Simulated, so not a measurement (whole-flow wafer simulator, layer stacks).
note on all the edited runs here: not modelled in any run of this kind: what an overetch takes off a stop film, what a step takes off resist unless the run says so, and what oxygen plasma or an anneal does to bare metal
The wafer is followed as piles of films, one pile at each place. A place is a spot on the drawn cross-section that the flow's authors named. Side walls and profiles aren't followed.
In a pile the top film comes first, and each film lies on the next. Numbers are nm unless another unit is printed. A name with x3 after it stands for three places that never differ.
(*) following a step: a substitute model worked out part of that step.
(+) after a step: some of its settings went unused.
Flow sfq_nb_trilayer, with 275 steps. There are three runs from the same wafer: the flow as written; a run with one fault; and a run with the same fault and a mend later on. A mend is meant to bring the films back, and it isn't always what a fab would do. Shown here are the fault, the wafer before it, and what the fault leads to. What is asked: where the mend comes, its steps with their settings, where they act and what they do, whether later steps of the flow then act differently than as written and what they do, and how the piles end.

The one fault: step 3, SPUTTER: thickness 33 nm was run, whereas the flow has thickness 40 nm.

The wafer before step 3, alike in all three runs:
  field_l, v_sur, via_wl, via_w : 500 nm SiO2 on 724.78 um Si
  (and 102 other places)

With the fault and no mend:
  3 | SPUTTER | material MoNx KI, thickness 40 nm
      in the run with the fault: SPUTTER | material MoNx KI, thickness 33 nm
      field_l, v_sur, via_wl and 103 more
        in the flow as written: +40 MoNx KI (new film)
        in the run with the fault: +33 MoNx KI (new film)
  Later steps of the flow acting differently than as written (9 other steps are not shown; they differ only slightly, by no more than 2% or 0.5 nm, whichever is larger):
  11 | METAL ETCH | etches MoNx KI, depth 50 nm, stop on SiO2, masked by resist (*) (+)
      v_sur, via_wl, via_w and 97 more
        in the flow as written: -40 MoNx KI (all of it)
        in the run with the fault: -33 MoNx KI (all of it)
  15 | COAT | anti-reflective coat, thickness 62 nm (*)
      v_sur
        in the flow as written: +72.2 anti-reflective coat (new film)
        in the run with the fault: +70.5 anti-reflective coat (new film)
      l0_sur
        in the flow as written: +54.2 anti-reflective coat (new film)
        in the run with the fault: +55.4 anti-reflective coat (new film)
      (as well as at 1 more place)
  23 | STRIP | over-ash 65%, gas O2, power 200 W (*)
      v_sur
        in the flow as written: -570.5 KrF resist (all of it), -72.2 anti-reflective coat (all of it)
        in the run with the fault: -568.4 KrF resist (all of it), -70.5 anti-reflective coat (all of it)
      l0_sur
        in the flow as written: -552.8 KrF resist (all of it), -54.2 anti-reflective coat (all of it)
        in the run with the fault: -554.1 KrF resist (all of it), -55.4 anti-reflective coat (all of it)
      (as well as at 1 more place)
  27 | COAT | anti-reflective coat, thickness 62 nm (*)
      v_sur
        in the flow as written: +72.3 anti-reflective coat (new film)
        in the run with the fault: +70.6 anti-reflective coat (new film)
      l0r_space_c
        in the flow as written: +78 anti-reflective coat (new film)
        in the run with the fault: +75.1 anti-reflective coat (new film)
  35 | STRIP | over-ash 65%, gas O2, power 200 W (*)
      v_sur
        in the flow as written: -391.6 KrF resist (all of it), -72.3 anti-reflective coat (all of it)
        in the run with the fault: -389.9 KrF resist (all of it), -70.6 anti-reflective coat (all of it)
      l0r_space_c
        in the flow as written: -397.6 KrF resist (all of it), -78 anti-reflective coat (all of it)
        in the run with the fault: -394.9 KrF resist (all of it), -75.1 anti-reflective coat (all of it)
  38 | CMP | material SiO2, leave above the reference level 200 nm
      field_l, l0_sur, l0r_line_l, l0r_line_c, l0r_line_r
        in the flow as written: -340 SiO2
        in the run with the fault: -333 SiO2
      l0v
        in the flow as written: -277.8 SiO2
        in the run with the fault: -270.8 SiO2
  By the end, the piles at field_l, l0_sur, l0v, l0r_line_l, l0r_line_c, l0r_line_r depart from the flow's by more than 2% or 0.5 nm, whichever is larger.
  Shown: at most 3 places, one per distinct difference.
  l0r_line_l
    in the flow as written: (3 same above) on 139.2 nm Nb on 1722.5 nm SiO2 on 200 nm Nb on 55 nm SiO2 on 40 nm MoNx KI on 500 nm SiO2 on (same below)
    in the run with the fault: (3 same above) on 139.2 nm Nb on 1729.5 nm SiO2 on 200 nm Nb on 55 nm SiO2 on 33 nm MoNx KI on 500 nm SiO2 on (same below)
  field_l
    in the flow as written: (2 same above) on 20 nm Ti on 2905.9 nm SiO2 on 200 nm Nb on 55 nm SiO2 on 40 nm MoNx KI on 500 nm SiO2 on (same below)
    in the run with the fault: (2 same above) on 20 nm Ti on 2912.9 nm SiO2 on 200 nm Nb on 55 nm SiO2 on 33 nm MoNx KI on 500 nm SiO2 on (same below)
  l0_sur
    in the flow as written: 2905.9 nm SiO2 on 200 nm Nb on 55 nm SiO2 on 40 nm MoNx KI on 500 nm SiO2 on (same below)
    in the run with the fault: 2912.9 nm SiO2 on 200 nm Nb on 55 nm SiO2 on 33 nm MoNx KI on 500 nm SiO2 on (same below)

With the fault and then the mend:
  The mend follows step 3.
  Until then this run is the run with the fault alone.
  3a | SPUTTER | material MoNx KI, thickness 7 nm (a further turn of the flow's step 3, with different settings)
      field_l, v_sur, via_wl and 103 more
        +7 MoNx KI
  Every later step of the flow that is run acts as written at every place that is followed.
  At every place that both follow, the piles at the end match the flow's.
